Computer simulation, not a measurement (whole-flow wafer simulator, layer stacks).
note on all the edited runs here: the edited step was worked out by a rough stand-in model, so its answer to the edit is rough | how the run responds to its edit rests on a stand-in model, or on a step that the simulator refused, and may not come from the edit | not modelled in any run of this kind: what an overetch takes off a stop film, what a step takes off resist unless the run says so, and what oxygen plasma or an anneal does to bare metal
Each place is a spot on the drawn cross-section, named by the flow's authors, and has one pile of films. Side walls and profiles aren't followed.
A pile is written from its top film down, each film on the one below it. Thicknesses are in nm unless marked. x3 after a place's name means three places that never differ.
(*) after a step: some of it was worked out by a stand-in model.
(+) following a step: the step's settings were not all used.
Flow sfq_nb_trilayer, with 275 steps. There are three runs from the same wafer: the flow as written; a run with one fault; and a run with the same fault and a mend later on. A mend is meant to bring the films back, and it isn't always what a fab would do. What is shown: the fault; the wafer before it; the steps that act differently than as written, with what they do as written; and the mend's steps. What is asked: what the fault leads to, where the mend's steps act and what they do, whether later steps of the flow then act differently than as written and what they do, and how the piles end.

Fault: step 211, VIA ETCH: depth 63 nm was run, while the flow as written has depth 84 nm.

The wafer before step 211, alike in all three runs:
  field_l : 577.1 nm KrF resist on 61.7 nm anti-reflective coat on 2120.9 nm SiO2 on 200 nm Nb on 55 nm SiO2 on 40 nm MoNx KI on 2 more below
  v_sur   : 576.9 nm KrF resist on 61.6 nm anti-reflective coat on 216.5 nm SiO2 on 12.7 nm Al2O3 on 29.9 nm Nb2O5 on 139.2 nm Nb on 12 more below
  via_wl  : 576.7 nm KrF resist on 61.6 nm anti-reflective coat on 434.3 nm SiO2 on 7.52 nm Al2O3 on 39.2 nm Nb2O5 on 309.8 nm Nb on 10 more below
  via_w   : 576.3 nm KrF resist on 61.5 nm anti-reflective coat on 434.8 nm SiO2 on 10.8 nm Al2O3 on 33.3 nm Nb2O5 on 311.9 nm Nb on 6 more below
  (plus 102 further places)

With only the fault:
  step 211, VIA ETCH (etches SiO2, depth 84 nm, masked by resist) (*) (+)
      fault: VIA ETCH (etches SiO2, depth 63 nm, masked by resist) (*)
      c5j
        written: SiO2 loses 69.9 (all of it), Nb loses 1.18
        fault: SiO2 loses 63
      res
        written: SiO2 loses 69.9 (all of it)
        fault: SiO2 loses 63
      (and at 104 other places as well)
  Steps later in the flow that act otherwise than as written (8 other steps are not shown; they differ only slightly, by no more than 2% or 0.5 nm, whichever is larger):
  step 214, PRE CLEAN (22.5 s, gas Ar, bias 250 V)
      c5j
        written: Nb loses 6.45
        fault: SiO2 loses 6.89 (all of it), Nb loses 0.59
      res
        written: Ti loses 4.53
        fault: SiO2 loses 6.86 (all of it), Ti loses 0.53
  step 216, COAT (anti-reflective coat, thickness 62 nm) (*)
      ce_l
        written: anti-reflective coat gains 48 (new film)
        fault: anti-reflective coat gains 49.8 (new film)
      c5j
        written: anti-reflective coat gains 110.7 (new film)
        fault: anti-reflective coat gains 105.7 (new film)
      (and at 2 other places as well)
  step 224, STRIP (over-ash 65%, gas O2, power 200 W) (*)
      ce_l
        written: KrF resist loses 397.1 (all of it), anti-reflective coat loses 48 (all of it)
        fault: KrF resist loses 396 (all of it), anti-reflective coat loses 49.8 (all of it)
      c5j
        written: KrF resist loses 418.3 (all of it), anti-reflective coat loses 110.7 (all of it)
        fault: KrF resist loses 414.6 (all of it), anti-reflective coat loses 105.7 (all of it)
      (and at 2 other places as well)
  By the end, the piles at c5j, res depart from the flow's by more than 2% or 0.5 nm, whichever is larger.
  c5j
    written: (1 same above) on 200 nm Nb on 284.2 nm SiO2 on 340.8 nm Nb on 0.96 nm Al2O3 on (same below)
    fault: (1 same above) on 200 nm Nb on 274.7 nm SiO2 on 350.3 nm Nb on 0.96 nm Al2O3 on (same below)
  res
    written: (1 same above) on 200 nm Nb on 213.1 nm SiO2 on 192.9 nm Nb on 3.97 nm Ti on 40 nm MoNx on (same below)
    fault: (1 same above) on 200 nm Nb on 208.3 nm SiO2 on 193.7 nm Nb on 7.97 nm Ti on 40 nm MoNx on (same below)

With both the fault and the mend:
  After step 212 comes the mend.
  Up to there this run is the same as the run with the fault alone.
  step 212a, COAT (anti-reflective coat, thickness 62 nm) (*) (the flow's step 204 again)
      ln_m5, p4_fl x3, p4_w1 x9 and 52 more
        anti-reflective coat gains 62 (new film)
      field_r, lsp_m, ln_m6 and 7 more
        anti-reflective coat gains 61.9 (new film)
      v_sur, via_wl
        anti-reflective coat gains 61.5 (new film)
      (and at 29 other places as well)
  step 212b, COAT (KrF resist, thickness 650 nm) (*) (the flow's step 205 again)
      l0_sur, p4_fl x3, p4_w1 x9 and 35 more
        KrF resist gains 650 (new film)
      l0v, wl_b_m5, wl_b_sr and 13 more
        KrF resist gains 649.9 (new film)
      ln_m6, wl_j_sl, wl_j_sr
        KrF resist gains 650.2 (new film)
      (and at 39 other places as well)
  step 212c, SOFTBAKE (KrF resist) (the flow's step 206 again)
      alters no film at any place that is followed
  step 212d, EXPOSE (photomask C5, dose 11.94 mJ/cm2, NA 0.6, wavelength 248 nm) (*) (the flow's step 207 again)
      alters no film at any place that is followed
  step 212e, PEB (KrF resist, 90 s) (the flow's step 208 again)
      field_l, sp_r, res and 81 more
        KrF resist loses 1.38
      v_sur, via_wl, via_w, via_wr, via_sp, be_sur, jj_sur
        KrF resist loses 1.37
      r5r_line_l, r5r_line_c, r5r_line_r
        KrF resist loses 1.34
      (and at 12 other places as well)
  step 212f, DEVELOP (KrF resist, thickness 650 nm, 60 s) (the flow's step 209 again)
      field_l, v_sur, via_wl and 101 more
        KrF resist loses 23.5
      c5j
        KrF resist loses 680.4 (all of it)
      res
        KrF resist loses 649.4 (all of it)
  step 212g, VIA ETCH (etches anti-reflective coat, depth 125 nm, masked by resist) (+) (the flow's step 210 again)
      field_l, v_sur, via_wl and 101 more
        KrF resist loses 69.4
      c5j
        anti-reflective coat loses 97.7 (all of it), SiO2 loses 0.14
      res
        anti-reflective coat loses 86.4 (all of it), SiO2 loses 0.19
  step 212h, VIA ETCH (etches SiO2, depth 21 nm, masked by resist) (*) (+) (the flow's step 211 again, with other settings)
      field_l, v_sur, via_wl and 101 more
        KrF resist loses 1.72
      c5j
        SiO2 loses 6.76 (all of it), Nb loses 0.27
      res
        SiO2 loses 6.67 (all of it)
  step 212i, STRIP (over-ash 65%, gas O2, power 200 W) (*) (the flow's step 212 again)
      p4_fl x3, p4_w1 x9, p4_g1 x2 and 33 more
        KrF resist loses 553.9 (all of it), anti-reflective coat loses 62 (all of it)
      wl_b_sl, wl_b_m5, wl_b_sr and 14 more
        KrF resist loses 553.8 (all of it), anti-reflective coat loses 62 (all of it)
      lsp_r, l0_sur
        KrF resist loses 554 (all of it), anti-reflective coat loses 61.9 (all of it)
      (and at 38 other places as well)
  Later steps of the flow that are run all act as written at every place that is followed, up to a difference of at most 2% or 0.5 nm, whichever is larger.
  At the end the piles are close to the flow's at the places that both follow, differing by at most 2% or 0.5 nm, whichever is larger.
